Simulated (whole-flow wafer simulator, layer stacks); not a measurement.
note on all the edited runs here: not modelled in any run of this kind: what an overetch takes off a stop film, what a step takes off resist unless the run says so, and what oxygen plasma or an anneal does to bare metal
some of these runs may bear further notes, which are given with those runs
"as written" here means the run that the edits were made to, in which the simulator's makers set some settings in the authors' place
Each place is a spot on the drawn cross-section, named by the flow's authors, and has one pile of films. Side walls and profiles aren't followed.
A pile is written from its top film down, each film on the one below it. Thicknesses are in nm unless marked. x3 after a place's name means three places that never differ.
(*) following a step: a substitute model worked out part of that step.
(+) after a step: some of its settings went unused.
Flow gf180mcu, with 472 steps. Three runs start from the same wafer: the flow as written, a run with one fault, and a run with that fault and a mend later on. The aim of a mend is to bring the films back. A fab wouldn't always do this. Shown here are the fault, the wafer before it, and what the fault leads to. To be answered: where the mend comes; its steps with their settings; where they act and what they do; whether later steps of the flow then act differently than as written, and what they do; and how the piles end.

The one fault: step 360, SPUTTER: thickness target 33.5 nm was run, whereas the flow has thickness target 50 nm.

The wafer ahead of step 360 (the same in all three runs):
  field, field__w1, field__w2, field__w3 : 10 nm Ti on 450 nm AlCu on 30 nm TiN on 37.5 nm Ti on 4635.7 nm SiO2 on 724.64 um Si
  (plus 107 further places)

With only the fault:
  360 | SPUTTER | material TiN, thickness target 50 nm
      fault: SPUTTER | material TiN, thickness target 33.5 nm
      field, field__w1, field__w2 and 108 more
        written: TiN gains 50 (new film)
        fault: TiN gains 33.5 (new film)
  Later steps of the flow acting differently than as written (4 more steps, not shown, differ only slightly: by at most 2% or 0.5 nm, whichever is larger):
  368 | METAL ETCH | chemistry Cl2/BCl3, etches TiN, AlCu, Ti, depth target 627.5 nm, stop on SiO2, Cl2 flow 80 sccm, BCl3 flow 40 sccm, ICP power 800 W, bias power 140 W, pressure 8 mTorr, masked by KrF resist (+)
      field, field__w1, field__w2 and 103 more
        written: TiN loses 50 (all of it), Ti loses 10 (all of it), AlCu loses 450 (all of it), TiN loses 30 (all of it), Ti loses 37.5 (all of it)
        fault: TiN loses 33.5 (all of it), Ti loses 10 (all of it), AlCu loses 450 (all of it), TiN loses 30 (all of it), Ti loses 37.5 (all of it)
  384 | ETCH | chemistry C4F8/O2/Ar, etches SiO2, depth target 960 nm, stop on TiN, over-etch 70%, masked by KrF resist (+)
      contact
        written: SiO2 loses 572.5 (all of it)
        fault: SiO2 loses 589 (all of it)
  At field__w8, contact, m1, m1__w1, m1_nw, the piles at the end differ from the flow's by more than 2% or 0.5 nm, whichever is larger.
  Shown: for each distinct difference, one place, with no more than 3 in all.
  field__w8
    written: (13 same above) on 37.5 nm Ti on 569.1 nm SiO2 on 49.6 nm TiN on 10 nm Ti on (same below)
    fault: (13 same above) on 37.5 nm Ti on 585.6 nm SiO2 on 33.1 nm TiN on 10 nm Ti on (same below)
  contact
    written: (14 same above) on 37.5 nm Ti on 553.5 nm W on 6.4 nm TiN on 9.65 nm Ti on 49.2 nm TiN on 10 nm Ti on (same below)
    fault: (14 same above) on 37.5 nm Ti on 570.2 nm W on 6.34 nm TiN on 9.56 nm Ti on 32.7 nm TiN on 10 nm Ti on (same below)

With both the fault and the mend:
  The mend stands after step 367.
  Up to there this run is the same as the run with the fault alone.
  367a | STRIP | chemistry O2/N2, power 2160 W, pressure 1700 mTorr (*)
      field__w8, contact, m1, m1__w1, m1_nw
        KrF resist loses 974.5 (all of it)
  367b | SPUTTER | material TiN, thickness target 16.5 nm (the flow's step 360 again, with other settings)
      field, field__w1, field__w2 and 108 more
        TiN gains 16.5
  367c | HMDS | 120 C, 60 s (the flow's step 362 again)
      does not change any film at any place that is followed
  367d | COAT | KrF resist, thickness 1000 nm (the flow's step 363 again)
      field, field__w1, field__w2 and 108 more
        KrF resist gains 1000 (new film)
  367e | SOFTBAKE | KrF resist (the flow's step 364 again)
      does not change any film at any place that is followed
  367f | EXPOSE | photomask Metal4 (the flow's step 365 again)
      does not change any film at any place that is followed
  367g | PEB | KrF resist, 135 C, 90 s (the flow's step 366 again)
      field, field__w1, field__w2 and 108 more
        KrF resist loses 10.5
  367h | DEVELOP | thickness 1000 nm, 60 s (the flow's step 367 again)
      field, field__w1, field__w2 and 103 more
        KrF resist loses 989.5 (all of it)
      field__w8, contact, m1, m1__w1, m1_nw
        KrF resist loses 14.9
  None of the later steps of the flow acts differently than as written at any place that is followed.
  By the end, the piles equal the flow's at every place that both follow.
